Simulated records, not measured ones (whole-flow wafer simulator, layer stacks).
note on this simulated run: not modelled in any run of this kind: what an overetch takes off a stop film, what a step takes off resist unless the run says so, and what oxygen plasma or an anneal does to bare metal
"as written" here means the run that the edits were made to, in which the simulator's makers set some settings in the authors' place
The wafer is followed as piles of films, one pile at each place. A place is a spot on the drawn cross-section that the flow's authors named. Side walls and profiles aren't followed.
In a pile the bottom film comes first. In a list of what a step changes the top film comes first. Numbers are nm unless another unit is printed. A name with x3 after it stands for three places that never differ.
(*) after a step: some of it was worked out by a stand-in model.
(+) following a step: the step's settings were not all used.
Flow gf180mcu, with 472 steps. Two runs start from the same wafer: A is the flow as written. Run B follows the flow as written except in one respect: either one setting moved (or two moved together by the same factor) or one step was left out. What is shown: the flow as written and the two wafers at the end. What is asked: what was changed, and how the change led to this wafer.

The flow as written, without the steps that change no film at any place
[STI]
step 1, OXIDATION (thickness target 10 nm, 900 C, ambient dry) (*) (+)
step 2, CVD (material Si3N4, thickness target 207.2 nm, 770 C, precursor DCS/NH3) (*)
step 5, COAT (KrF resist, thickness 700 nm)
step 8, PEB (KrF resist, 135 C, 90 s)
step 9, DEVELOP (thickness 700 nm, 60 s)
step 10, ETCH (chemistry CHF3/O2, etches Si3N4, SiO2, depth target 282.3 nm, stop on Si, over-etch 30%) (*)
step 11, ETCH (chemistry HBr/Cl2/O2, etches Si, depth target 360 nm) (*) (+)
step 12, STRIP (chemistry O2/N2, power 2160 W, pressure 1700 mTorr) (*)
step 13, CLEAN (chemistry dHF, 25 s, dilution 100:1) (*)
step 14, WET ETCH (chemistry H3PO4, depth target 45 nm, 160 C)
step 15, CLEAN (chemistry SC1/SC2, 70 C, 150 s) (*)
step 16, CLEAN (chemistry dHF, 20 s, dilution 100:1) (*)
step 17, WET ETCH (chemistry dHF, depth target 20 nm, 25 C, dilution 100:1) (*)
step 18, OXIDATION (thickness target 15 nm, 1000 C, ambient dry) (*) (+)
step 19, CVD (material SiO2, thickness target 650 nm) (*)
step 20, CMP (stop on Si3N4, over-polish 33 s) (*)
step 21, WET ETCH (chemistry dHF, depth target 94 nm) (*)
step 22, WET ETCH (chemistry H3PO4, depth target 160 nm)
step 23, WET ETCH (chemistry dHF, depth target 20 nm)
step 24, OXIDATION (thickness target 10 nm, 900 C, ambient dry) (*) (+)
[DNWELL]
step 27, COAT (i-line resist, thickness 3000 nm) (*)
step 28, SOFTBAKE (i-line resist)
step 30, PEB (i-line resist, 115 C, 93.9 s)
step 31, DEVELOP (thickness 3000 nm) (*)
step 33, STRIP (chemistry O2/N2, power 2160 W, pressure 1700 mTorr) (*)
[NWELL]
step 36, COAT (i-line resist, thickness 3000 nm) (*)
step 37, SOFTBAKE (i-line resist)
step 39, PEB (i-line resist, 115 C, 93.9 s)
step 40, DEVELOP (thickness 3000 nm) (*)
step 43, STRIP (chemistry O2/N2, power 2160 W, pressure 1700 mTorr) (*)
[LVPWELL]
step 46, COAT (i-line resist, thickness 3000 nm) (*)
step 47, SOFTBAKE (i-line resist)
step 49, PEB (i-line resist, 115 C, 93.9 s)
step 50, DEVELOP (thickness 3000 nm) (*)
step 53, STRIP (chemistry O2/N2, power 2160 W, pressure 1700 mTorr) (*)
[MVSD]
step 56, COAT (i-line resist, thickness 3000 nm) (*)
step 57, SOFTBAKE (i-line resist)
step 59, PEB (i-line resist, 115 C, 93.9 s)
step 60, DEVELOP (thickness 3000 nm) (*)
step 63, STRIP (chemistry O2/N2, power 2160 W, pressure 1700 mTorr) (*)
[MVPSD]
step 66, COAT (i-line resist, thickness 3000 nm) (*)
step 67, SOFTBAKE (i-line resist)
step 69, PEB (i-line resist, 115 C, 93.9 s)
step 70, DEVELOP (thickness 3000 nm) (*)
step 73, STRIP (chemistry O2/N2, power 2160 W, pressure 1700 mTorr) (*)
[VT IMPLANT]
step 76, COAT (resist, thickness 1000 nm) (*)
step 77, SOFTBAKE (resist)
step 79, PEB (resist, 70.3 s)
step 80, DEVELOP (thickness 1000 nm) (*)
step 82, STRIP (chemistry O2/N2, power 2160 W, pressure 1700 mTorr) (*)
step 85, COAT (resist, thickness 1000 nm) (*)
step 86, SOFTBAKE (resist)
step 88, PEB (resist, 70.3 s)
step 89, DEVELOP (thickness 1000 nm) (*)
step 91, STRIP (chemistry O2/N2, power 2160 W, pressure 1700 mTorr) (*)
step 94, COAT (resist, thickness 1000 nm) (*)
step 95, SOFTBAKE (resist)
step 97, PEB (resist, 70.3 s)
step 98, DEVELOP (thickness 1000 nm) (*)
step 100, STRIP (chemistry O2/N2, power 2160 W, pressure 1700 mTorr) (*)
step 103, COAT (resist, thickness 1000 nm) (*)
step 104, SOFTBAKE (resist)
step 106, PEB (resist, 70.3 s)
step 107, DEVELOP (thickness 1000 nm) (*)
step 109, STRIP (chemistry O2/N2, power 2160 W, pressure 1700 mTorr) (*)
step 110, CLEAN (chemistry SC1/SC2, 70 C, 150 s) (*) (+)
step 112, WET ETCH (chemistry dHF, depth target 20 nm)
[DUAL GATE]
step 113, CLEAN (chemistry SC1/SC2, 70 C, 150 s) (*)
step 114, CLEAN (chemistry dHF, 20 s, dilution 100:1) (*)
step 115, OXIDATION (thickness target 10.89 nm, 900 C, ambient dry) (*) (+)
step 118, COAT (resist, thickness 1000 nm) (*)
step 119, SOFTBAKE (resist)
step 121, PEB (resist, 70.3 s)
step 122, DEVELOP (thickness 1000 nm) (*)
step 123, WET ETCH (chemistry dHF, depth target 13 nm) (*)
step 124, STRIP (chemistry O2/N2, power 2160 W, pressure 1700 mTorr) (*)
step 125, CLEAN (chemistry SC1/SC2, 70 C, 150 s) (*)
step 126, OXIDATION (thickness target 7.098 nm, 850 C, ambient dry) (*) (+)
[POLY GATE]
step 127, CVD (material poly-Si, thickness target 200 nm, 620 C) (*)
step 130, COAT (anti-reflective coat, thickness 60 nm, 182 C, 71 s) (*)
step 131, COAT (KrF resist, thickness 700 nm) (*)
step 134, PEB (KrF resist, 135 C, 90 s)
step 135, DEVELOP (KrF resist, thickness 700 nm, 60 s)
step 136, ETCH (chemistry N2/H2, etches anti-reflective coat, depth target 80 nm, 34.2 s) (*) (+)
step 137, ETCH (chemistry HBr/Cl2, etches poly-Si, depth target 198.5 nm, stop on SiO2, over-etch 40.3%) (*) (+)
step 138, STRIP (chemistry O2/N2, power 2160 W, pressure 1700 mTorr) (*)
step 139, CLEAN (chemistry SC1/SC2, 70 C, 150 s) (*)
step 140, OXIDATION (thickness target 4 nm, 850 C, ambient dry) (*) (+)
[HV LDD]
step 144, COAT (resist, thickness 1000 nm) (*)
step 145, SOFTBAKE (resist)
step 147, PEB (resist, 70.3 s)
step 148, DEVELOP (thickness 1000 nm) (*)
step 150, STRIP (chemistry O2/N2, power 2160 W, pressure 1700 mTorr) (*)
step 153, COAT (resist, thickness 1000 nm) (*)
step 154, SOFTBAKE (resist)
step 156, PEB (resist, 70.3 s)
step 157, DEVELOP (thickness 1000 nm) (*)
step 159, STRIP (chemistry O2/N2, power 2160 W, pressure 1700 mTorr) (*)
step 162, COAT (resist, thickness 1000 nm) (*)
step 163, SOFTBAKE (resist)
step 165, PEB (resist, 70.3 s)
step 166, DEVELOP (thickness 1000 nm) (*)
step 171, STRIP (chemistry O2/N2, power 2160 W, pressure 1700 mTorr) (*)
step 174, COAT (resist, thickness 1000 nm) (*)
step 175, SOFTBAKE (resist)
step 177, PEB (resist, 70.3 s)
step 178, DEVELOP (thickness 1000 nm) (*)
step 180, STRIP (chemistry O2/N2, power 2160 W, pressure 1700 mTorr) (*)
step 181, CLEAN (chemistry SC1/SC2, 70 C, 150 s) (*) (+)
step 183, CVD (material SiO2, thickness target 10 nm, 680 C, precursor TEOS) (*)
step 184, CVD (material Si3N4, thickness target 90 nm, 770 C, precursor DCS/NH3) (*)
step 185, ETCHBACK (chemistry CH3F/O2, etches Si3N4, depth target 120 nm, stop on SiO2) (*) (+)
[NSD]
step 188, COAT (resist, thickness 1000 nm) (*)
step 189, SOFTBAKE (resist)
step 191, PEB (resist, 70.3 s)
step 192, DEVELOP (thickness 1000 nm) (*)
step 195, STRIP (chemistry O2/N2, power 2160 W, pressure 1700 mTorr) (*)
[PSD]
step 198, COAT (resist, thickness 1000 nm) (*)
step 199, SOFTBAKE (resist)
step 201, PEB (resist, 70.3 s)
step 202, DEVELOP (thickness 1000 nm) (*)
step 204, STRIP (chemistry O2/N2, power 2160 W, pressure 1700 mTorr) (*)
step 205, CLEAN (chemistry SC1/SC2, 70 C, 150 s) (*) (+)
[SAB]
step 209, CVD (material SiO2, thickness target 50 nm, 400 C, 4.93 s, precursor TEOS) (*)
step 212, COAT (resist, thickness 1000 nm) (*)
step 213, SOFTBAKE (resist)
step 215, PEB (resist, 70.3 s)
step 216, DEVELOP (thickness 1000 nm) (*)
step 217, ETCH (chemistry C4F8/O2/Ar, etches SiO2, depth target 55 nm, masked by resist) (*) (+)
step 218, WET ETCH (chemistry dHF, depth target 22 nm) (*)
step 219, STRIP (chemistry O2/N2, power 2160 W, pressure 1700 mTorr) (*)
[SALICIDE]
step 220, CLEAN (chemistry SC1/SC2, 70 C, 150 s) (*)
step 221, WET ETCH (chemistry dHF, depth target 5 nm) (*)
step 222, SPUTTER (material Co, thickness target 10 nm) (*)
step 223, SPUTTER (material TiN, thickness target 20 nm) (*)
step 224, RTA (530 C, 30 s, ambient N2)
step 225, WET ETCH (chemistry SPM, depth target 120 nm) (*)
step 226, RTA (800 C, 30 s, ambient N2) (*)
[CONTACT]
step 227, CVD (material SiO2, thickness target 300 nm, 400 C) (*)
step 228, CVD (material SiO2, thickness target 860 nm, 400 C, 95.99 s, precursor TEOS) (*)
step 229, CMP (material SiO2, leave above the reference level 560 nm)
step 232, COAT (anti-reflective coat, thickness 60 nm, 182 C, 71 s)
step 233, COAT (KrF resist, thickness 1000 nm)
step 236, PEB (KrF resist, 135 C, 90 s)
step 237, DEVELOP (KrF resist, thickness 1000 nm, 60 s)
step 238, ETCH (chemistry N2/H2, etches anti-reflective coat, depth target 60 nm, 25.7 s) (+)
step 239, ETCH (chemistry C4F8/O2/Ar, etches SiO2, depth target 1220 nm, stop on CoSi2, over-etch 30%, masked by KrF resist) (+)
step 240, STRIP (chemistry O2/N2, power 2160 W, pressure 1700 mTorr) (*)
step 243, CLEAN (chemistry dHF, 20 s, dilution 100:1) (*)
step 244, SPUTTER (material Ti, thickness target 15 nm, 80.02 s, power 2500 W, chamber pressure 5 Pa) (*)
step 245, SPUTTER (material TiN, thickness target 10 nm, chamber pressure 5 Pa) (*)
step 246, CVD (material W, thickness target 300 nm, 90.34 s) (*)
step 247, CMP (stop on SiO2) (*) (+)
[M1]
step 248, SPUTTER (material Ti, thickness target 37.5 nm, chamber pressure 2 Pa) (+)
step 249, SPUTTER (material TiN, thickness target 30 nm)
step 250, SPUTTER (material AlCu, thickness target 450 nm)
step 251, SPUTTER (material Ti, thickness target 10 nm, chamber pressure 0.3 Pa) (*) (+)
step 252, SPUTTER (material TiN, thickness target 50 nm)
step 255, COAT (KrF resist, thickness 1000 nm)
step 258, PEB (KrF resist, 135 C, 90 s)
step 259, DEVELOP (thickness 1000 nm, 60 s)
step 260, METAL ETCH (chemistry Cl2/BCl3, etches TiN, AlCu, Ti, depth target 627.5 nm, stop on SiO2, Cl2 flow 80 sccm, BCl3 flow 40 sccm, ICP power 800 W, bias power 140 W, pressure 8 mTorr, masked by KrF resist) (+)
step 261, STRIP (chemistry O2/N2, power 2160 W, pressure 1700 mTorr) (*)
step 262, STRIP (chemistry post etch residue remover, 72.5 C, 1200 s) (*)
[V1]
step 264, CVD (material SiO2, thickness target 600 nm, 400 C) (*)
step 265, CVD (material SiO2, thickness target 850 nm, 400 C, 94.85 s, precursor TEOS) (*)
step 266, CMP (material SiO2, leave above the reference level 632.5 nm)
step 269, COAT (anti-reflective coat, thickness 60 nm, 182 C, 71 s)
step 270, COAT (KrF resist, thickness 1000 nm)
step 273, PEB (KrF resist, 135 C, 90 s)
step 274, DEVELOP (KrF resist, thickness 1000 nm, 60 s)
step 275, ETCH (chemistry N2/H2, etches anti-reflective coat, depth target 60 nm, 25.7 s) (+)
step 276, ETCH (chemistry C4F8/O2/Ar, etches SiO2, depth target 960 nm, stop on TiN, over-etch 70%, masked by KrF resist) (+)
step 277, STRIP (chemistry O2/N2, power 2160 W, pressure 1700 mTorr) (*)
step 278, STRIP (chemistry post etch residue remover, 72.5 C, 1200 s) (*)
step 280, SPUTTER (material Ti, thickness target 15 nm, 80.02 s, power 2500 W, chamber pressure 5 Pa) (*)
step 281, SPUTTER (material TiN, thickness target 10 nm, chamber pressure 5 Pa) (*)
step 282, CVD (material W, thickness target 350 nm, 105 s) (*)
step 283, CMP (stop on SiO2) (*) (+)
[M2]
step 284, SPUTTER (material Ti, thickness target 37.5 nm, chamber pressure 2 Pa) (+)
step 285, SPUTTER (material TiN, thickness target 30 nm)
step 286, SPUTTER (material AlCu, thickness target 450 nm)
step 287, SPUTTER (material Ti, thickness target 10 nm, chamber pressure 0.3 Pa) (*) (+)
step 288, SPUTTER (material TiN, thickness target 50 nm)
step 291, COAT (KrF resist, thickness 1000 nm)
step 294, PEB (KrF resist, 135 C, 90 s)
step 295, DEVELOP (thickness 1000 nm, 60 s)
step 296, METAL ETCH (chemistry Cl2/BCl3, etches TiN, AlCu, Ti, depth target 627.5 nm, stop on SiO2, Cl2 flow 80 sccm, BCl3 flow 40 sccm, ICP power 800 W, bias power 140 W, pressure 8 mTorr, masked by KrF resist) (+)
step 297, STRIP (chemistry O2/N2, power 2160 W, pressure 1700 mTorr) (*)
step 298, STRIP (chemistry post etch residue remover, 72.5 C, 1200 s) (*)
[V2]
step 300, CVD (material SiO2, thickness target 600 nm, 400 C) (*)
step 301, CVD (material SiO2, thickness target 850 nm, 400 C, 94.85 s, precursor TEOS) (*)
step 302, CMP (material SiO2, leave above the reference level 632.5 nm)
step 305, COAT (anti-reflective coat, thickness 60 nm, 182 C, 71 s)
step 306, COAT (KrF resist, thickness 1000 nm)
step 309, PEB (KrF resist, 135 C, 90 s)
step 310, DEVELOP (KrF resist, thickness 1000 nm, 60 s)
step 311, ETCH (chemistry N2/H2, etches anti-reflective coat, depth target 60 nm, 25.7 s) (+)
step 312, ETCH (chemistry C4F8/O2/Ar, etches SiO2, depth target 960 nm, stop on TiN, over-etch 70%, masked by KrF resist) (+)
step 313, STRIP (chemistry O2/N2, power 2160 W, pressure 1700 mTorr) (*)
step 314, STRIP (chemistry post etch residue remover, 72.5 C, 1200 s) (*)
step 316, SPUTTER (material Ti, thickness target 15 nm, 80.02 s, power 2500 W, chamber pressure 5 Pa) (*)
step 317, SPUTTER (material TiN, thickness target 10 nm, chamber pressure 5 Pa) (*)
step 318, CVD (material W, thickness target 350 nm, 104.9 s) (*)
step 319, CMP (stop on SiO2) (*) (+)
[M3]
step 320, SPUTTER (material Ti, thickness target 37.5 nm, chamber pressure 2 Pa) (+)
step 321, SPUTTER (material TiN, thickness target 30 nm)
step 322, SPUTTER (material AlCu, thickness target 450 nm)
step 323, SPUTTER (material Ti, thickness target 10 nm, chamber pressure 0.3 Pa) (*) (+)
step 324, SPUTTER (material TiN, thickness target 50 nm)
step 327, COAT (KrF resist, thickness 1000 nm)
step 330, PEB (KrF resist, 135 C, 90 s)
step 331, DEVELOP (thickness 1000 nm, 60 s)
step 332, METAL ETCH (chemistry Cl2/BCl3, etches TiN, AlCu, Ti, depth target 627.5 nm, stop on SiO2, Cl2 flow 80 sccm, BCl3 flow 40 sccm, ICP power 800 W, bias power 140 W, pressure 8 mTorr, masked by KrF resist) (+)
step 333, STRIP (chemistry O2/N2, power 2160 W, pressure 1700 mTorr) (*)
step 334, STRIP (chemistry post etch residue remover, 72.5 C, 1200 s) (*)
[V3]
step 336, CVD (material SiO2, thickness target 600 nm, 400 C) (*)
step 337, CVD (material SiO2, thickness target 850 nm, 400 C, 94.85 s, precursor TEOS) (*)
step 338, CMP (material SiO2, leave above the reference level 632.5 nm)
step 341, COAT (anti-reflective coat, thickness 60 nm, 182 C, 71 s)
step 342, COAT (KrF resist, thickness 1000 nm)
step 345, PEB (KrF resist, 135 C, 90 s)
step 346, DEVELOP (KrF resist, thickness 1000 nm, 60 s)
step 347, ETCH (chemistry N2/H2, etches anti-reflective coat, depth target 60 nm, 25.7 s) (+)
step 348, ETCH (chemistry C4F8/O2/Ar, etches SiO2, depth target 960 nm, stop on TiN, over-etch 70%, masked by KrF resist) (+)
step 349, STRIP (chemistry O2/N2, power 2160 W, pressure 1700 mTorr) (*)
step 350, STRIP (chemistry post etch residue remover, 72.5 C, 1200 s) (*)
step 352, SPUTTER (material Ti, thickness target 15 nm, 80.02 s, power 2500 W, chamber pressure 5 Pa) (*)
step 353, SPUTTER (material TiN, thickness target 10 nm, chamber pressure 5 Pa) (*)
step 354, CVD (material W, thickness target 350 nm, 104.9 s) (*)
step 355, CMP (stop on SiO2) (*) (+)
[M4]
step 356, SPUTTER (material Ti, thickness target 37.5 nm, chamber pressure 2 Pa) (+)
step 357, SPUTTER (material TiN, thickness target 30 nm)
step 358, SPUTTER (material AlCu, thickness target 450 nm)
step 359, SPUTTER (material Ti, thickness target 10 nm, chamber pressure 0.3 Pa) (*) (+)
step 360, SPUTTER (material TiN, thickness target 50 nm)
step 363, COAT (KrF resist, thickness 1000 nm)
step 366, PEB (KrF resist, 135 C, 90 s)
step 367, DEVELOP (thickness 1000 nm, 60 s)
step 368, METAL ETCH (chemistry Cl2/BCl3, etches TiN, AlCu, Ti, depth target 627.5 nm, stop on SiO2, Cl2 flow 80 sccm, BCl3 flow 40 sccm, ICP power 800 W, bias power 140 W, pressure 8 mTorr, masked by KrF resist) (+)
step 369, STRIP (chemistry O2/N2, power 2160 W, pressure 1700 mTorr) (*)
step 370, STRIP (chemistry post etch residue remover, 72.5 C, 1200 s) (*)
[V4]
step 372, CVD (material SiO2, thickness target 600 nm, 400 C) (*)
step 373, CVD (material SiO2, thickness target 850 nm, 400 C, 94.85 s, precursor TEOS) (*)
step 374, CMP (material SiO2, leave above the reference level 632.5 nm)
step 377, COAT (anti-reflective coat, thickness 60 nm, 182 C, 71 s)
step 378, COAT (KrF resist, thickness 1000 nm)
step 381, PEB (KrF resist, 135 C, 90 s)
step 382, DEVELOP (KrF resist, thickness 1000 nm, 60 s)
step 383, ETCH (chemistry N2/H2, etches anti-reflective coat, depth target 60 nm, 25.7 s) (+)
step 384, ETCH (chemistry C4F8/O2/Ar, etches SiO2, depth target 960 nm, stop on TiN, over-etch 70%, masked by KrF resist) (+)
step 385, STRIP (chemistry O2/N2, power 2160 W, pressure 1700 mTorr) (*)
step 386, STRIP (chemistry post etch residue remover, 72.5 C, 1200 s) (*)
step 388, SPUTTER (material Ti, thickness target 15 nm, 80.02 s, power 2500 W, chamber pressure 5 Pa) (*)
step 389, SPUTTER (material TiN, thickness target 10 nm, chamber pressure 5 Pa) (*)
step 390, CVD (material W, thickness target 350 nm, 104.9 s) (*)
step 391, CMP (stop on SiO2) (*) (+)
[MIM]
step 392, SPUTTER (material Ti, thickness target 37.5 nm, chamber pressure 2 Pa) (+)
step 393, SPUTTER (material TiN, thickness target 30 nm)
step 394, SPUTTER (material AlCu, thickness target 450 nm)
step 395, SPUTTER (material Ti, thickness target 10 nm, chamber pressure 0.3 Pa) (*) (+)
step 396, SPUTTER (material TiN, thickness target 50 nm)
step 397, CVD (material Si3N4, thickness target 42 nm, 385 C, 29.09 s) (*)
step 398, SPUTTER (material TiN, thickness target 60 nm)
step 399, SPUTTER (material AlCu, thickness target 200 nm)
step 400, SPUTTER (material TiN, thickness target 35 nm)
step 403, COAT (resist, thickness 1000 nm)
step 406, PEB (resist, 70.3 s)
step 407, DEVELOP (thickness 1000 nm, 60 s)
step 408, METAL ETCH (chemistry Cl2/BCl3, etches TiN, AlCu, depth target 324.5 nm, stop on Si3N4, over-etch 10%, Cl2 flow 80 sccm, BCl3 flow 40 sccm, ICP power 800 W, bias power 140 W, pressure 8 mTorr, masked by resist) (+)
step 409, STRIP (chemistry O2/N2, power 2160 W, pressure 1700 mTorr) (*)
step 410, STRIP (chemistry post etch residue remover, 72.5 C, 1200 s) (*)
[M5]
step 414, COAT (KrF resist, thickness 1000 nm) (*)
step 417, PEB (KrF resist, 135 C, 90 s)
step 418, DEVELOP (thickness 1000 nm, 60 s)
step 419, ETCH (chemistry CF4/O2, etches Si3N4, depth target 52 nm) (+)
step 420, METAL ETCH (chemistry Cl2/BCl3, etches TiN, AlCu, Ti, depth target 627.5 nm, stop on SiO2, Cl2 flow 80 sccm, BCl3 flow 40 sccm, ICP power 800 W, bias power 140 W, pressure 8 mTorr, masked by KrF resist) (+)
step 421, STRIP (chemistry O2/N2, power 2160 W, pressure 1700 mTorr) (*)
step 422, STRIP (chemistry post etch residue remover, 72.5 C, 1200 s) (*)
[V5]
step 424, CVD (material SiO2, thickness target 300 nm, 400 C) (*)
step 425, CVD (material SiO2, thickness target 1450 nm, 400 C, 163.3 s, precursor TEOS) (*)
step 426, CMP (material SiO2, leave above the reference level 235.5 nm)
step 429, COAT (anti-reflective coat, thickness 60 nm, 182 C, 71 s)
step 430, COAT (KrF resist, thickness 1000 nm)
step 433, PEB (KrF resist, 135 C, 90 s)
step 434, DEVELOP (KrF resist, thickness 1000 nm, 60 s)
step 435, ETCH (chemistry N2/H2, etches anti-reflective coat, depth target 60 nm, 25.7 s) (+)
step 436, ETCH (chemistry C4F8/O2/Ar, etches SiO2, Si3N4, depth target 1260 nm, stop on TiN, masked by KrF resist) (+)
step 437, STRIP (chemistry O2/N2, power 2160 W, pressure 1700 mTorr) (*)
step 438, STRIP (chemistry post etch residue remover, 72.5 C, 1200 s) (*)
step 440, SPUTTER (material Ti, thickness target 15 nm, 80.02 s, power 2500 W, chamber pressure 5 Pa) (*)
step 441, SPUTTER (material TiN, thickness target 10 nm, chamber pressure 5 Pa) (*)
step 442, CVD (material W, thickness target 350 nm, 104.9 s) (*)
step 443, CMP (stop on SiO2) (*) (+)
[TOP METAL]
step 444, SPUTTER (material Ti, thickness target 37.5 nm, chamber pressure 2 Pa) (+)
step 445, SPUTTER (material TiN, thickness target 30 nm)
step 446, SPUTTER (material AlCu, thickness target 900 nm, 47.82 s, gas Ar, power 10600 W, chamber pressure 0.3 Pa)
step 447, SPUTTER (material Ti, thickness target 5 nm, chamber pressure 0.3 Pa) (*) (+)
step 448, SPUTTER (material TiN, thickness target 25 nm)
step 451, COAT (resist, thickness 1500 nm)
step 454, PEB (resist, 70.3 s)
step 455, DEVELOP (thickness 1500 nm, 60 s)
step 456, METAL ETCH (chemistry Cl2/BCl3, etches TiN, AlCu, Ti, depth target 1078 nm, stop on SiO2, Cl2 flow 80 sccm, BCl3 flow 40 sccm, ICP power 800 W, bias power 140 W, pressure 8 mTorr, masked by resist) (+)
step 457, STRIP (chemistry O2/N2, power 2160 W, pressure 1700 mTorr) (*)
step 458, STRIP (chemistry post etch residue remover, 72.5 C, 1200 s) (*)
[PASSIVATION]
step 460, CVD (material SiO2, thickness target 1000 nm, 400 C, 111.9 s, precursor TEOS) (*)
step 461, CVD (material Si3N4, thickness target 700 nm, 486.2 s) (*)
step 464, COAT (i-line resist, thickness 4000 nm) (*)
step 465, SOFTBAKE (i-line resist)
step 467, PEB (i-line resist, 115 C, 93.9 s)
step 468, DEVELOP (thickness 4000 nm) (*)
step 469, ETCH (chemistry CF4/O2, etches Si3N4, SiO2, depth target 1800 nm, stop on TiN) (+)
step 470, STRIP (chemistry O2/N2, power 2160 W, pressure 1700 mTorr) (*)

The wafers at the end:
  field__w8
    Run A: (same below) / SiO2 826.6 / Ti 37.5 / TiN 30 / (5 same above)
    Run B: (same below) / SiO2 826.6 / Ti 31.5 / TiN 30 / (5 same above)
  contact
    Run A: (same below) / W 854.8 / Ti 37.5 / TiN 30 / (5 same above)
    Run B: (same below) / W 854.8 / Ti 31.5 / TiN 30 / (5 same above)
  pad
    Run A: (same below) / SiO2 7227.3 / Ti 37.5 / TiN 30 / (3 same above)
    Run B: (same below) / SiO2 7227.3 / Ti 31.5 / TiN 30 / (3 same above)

What caused this: step 444, SPUTTER: thickness target 31.5 nm was run, though the flow has thickness target 37.5 nm.
The wafer itself shows it: field__w8 has Ti 31.5, and step 444 as written asks for 37.5 nm.

Step by step, how the change led to this:
  step 444, SPUTTER (material Ti, thickness target 37.5 nm, chamber pressure 2 Pa) (+)
      field, field__w1, field__w2 and 109 more: A +37.5 Ti (new film) | B +31.5 Ti (new film)
  step 456, METAL ETCH (chemistry Cl2/BCl3, etches TiN, AlCu, Ti, depth target 1078 nm, stop on SiO2, Cl2 flow 80 sccm, BCl3 flow 40 sccm, ICP power 800 W, bias power 140 W, pressure 8 mTorr, masked by resist) (+)
      field, field__w1, field__w2 and 103 more: A -25 TiN (all of it), -5 Ti (all of it), -900 AlCu (all of it), -30 TiN (all of it), -37.5 Ti (all of it) | B -25 TiN (all of it), -5 Ti (all of it), -900 AlCu (all of it), -30 TiN (all of it), -31.5 Ti (all of it)
